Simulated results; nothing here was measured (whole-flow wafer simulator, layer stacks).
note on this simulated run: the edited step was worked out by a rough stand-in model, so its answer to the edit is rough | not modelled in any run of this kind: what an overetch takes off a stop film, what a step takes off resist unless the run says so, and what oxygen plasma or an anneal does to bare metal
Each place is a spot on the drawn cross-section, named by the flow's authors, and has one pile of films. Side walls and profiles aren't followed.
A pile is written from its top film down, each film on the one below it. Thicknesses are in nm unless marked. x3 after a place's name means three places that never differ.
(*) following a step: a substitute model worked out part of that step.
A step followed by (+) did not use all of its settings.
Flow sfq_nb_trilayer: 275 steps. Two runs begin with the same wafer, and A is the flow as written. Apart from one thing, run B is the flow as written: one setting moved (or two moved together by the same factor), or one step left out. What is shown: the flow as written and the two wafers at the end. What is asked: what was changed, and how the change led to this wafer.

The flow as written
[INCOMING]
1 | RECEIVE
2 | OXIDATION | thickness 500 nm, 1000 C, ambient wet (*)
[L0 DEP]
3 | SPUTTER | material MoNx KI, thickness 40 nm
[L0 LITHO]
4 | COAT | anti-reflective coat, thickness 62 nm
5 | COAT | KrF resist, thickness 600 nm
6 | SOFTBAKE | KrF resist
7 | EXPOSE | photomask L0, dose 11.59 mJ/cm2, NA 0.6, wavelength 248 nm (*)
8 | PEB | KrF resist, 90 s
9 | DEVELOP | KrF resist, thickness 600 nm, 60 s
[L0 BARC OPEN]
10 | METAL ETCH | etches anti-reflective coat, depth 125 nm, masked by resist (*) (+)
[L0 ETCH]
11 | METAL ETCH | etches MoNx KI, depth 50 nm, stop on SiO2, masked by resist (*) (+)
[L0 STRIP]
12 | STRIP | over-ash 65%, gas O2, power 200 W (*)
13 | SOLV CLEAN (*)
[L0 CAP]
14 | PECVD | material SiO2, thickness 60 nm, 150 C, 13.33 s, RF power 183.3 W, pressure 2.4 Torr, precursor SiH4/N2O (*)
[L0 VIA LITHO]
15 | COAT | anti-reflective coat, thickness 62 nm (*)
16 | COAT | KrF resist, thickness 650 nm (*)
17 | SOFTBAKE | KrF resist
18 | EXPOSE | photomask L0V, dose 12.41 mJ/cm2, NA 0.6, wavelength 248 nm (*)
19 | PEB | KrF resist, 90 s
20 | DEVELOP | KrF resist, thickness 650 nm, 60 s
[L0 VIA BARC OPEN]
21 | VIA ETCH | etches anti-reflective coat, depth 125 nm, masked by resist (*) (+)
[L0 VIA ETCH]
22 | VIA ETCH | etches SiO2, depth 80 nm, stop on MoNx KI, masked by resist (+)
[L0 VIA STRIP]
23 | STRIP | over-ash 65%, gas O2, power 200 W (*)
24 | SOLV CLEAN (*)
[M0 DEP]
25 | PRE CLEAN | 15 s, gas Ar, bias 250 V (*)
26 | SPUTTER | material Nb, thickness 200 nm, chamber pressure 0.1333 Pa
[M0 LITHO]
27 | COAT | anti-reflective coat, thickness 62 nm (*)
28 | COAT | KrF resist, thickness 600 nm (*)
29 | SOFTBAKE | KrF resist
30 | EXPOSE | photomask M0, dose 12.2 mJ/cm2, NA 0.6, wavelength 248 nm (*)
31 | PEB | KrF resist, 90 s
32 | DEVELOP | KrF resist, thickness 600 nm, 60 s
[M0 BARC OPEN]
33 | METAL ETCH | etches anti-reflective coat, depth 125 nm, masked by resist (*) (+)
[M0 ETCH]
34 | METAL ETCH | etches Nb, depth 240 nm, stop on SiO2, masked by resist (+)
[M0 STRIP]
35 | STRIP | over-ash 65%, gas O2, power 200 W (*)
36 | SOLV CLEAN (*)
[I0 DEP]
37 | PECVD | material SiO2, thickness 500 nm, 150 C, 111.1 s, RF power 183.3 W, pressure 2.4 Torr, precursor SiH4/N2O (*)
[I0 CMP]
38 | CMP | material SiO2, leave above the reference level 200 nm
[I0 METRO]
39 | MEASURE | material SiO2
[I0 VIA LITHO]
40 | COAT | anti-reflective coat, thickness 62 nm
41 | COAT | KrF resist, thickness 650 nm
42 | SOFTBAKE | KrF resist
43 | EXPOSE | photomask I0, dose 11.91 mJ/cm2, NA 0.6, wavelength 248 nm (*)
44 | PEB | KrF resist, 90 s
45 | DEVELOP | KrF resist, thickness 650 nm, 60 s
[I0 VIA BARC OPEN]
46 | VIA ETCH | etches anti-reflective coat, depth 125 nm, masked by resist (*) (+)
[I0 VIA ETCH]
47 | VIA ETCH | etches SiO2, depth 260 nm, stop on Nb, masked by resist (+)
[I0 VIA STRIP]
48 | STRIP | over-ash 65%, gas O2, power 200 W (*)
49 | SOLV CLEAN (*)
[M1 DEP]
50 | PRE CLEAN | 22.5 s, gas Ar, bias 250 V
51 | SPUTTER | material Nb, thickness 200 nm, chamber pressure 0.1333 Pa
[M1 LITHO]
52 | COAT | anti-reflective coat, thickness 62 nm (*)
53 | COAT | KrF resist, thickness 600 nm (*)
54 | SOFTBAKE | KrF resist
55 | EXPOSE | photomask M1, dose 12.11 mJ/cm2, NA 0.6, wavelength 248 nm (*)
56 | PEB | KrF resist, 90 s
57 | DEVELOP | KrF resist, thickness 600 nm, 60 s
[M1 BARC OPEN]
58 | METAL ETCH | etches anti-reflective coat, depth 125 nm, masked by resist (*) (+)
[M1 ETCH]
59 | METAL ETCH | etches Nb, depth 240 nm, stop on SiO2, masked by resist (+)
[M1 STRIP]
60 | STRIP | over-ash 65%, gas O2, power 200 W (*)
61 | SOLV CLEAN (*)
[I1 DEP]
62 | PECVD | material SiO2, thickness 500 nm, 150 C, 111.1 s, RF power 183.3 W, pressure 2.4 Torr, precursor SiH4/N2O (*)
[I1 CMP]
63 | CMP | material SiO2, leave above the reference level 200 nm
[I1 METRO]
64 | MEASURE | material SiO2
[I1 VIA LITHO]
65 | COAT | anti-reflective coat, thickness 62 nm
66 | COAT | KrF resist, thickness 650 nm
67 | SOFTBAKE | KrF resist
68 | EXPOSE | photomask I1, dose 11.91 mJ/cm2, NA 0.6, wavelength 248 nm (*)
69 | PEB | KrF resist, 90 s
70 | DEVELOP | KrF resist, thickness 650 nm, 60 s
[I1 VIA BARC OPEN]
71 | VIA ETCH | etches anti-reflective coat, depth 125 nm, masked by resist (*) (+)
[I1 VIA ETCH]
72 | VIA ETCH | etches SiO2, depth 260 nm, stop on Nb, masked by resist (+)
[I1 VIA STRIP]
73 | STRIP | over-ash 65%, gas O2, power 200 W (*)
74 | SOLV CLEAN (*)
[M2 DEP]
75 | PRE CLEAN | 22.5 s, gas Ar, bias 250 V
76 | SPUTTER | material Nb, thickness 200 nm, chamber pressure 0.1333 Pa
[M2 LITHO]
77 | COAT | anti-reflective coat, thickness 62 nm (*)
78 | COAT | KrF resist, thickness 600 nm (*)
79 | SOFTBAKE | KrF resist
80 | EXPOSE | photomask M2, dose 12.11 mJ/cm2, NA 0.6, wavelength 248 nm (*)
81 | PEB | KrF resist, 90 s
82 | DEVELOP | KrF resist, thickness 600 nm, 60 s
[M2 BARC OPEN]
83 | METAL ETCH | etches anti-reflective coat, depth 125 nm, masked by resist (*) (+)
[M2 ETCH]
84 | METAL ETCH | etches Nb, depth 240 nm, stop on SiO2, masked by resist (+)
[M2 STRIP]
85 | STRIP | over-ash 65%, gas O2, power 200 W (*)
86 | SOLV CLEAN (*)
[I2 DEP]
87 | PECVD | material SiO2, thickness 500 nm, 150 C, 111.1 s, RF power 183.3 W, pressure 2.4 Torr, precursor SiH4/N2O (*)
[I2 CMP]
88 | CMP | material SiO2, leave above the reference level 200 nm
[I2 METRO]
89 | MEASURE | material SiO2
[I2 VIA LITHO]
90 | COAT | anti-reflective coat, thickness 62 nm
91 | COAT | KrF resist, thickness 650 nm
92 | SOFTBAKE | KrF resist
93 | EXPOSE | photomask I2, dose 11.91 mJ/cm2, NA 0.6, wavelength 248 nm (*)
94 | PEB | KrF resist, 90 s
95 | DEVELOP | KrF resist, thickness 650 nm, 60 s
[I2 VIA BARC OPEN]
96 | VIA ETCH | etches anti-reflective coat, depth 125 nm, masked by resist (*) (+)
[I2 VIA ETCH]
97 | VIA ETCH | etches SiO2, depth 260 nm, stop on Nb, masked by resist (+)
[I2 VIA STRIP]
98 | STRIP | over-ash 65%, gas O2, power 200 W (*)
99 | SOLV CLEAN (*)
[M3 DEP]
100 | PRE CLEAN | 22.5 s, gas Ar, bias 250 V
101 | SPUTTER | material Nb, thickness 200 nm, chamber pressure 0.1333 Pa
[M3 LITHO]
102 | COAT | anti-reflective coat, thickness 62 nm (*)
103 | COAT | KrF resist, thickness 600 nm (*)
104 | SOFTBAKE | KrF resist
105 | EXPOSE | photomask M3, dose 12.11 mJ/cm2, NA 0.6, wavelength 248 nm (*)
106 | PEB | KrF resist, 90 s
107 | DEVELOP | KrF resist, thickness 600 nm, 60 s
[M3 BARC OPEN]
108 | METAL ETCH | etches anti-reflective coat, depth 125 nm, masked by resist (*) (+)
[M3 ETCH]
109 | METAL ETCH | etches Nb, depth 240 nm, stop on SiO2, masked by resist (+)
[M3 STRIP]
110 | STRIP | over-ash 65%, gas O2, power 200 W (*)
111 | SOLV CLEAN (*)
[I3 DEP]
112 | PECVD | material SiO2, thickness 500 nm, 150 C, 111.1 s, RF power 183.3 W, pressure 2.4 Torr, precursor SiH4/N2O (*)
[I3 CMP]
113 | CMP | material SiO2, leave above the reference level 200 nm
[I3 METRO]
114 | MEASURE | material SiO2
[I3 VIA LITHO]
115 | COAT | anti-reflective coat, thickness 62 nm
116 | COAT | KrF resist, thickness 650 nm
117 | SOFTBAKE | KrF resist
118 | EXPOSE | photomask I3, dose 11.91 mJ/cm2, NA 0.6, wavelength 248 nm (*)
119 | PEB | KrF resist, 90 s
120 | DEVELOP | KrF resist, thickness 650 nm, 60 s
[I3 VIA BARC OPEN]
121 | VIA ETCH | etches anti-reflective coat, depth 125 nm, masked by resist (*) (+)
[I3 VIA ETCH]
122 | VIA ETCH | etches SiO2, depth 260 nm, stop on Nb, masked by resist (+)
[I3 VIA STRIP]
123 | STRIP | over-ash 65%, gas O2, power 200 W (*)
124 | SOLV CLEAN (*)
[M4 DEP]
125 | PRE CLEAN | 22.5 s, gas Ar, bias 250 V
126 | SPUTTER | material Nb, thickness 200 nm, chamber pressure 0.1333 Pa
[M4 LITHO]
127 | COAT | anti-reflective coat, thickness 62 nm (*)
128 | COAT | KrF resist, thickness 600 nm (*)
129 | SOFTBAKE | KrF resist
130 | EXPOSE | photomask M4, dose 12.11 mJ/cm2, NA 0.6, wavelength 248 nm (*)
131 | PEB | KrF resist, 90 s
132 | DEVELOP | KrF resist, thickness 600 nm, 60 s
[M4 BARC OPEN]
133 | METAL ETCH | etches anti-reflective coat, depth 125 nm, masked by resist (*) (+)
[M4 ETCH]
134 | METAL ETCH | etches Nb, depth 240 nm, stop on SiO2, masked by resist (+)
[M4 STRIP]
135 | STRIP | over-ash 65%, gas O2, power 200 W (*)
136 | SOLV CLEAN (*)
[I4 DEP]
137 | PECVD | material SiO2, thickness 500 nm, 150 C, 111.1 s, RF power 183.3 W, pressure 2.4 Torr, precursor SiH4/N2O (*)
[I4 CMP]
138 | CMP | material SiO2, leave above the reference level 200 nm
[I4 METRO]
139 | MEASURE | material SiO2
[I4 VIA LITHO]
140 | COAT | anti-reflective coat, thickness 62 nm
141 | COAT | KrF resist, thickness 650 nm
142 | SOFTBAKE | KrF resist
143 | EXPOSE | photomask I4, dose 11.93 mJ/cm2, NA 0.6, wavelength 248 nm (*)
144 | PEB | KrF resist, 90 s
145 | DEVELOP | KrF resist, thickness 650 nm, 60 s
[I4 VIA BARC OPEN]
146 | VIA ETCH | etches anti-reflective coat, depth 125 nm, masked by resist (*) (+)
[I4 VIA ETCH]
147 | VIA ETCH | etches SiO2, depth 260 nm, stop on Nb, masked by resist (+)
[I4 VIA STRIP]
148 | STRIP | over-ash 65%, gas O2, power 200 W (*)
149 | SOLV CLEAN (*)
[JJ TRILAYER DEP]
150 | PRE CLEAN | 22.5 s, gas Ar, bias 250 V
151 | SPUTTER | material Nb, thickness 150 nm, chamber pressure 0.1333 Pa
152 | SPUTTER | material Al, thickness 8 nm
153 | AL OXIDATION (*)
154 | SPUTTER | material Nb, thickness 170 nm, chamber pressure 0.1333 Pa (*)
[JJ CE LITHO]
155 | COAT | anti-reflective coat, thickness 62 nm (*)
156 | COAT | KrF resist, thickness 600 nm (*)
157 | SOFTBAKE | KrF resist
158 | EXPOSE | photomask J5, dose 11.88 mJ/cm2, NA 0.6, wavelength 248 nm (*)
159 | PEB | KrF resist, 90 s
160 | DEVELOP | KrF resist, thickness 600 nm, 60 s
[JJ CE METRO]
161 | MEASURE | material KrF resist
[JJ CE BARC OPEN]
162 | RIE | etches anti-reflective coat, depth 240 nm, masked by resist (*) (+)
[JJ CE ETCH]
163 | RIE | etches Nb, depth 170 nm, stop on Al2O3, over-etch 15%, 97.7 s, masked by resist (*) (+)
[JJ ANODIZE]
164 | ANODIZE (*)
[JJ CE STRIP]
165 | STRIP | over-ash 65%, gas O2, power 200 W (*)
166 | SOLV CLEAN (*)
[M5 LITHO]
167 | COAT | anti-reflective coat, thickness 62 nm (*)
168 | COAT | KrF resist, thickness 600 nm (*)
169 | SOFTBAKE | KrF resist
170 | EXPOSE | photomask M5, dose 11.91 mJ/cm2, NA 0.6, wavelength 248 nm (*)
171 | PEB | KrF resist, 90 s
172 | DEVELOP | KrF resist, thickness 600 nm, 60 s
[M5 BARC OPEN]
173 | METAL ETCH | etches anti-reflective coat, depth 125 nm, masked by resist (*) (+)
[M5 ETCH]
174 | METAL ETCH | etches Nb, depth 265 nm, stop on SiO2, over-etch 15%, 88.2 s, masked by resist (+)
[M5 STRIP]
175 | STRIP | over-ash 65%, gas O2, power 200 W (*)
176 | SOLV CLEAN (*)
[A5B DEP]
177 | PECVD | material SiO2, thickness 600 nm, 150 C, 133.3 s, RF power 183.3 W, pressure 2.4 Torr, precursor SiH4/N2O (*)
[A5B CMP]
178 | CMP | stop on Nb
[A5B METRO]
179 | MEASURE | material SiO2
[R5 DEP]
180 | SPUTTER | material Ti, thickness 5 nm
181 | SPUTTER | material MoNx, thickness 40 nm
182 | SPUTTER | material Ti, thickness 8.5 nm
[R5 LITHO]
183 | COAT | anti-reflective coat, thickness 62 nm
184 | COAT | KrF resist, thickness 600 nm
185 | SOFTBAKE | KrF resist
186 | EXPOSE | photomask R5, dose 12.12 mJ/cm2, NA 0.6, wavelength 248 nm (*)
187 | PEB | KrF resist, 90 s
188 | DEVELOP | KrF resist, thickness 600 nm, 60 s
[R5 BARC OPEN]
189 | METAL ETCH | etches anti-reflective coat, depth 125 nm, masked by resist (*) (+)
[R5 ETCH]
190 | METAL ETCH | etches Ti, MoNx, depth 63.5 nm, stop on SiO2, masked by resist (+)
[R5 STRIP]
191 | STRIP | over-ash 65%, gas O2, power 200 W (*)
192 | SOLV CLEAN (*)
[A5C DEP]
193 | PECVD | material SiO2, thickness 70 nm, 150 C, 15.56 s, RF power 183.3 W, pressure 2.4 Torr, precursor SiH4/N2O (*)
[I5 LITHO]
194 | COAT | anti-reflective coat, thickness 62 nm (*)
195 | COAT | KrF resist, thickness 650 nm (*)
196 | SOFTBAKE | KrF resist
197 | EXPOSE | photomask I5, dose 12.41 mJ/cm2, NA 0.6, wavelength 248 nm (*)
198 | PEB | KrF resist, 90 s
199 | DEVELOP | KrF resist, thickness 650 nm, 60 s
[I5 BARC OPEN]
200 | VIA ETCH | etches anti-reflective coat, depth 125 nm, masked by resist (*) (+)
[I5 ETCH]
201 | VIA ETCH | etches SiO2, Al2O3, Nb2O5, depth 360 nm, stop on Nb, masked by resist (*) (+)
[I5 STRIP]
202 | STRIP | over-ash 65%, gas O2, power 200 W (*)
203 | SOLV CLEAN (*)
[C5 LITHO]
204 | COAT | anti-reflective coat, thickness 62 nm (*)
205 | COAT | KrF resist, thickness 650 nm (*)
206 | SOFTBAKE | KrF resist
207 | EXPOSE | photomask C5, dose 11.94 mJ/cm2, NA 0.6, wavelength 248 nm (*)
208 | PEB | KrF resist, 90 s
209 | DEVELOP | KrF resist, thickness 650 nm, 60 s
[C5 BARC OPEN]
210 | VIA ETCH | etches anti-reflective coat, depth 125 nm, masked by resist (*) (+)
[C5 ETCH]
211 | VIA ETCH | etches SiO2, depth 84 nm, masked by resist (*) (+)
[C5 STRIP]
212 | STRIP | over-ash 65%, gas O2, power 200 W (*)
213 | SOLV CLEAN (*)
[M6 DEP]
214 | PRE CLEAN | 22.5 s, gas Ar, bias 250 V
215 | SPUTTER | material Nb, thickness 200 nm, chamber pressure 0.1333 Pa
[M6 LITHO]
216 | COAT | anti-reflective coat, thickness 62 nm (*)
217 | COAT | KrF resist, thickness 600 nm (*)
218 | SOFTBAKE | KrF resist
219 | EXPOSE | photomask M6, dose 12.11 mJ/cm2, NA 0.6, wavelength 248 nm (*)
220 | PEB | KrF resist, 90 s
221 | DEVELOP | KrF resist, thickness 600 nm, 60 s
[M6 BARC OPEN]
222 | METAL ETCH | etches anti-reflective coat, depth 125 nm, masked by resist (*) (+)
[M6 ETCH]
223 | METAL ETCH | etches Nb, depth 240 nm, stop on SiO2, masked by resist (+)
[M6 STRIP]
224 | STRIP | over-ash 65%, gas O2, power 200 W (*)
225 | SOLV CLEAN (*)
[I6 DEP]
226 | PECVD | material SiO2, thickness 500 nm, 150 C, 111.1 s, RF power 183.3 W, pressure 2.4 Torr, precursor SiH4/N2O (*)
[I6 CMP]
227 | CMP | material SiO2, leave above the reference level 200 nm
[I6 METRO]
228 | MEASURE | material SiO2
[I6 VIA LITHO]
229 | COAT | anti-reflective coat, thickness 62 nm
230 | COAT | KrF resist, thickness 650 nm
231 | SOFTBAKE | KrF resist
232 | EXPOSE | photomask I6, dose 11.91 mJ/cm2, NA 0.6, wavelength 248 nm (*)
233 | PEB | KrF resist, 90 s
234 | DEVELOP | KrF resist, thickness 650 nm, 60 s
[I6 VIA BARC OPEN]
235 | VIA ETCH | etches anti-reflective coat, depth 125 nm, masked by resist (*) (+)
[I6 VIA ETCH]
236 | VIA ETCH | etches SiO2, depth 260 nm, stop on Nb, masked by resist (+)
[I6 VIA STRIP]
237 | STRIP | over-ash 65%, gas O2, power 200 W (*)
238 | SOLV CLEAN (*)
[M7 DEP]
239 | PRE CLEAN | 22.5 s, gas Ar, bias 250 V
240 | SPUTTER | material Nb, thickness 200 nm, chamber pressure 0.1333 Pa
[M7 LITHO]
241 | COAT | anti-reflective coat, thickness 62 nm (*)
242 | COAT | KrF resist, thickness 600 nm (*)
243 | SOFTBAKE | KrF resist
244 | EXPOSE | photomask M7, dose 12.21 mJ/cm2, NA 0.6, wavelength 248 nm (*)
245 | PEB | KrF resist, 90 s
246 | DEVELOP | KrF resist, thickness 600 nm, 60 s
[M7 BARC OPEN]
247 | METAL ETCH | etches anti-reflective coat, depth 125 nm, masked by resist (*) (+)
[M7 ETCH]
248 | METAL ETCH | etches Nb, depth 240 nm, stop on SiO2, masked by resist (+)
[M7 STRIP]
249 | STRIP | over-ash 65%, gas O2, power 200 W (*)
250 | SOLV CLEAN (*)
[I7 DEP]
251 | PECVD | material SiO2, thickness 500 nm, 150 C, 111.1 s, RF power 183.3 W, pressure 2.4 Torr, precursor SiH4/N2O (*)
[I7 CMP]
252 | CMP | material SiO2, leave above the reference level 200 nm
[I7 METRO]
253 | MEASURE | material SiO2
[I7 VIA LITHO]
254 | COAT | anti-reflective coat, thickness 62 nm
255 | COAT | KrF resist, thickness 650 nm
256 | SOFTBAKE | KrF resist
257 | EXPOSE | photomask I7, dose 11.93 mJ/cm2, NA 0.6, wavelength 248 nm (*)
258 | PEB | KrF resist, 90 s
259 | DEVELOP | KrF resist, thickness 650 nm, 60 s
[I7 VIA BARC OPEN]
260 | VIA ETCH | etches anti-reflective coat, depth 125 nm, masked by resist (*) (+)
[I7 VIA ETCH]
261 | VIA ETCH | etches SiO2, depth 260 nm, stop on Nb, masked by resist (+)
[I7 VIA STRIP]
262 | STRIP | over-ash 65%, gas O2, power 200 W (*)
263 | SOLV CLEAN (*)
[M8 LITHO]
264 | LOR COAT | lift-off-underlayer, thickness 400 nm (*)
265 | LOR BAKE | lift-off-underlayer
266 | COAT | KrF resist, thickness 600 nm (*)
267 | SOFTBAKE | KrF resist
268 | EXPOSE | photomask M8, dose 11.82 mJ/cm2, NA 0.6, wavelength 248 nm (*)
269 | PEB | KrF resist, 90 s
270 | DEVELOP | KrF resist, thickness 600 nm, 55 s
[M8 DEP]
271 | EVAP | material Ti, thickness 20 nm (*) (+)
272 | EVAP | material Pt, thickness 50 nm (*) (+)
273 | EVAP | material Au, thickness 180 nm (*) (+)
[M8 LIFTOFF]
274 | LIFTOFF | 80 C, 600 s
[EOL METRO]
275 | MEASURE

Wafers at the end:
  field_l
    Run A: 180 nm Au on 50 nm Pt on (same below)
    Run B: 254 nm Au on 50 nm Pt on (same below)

What caused this: step 273, EVAP: thickness 254 nm was run, while the flow as written has thickness 180 nm.
The wafer itself shows it: field_l has Au 254, and step 273 as written asks for 180 nm.

The path from the change to this, step by step:
  273 | EVAP | material Au, thickness 180 nm (*) (+)
      field_l, v_sur, via_wl and 103 more: A +180 Au (new film) | B +254 Au (new film)
  274 | LIFTOFF | 80 C, 600 s
      p4_fl, p4_fm, p4_w1 and 71 more: A -180 Au (all of it), -50 Pt (all of it), -20 Ti (all of it), -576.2 KrF resist (all of it), -400 lift-off-underlayer (all of it) | B -254 Au (all of it), -50 Pt (all of it), -20 Ti (all of it), -576.2 KrF resist (all of it), -400 lift-off-underlayer (all of it)
      c5j, ce_r: A -180 Au (all of it), -50 Pt (all of it), -20 Ti (all of it), -573.3 KrF resist (all of it), -399.3 lift-off-underlayer (all of it) | B -254 Au (all of it), -50 Pt (all of it), -20 Ti (all of it), -573.3 KrF resist (all of it), -399.3 lift-off-underlayer (all of it)
      (also at 19 further places)
